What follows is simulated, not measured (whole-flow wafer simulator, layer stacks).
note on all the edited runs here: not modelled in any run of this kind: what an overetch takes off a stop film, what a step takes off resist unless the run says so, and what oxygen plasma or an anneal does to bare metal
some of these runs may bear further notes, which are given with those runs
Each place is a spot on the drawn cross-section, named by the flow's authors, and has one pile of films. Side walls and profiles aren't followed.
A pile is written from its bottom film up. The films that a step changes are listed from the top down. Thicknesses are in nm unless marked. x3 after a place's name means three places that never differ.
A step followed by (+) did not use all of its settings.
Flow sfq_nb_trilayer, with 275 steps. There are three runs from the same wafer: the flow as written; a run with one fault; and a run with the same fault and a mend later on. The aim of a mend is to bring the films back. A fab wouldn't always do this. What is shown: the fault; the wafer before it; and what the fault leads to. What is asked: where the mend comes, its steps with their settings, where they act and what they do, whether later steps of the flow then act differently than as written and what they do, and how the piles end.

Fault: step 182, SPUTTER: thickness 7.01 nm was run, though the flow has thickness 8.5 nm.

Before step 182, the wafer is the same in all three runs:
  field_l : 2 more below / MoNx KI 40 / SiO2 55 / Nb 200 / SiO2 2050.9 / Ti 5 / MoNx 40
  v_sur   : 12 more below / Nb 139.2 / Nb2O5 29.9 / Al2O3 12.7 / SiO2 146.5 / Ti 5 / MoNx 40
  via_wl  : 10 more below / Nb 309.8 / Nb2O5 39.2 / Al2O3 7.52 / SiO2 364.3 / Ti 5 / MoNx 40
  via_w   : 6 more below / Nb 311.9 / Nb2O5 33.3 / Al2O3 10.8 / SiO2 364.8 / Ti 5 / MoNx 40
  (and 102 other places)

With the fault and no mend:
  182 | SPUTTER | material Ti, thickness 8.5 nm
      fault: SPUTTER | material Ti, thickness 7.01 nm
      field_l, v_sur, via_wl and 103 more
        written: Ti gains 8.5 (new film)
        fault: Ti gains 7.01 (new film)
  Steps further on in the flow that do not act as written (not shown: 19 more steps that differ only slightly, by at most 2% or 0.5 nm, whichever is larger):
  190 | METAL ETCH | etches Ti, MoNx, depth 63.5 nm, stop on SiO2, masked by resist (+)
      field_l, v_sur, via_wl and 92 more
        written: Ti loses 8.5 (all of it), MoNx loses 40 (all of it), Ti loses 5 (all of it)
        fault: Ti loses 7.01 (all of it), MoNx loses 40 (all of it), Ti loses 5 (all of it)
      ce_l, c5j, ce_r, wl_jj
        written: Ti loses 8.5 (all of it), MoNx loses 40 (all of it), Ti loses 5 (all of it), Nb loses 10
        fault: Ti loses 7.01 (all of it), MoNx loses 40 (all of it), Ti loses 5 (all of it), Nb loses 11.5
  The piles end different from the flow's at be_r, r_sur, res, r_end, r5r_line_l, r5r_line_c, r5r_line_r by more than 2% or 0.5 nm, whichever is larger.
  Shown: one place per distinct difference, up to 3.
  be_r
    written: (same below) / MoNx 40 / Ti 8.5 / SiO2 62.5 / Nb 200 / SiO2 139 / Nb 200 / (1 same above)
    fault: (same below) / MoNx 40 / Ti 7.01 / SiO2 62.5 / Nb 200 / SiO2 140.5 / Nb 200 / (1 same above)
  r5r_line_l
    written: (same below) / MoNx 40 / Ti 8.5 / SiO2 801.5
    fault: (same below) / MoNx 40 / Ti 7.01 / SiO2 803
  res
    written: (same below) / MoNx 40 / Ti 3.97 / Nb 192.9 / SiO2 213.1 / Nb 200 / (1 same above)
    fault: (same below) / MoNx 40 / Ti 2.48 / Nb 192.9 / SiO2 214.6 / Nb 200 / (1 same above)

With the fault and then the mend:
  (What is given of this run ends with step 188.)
  After step 182 comes the mend.
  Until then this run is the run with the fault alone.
  182a | SPUTTER | material Ti, thickness 1.49 nm (a further turn of the flow's step 182, with different settings)
      field_l, v_sur, via_wl and 103 more
        Ti gains 1.49
  None of the later steps of the flow up to step 188 acts differently than as written at any place that is followed.
  Once step 188 is done, the piles equal the flow's at every place that both follow.
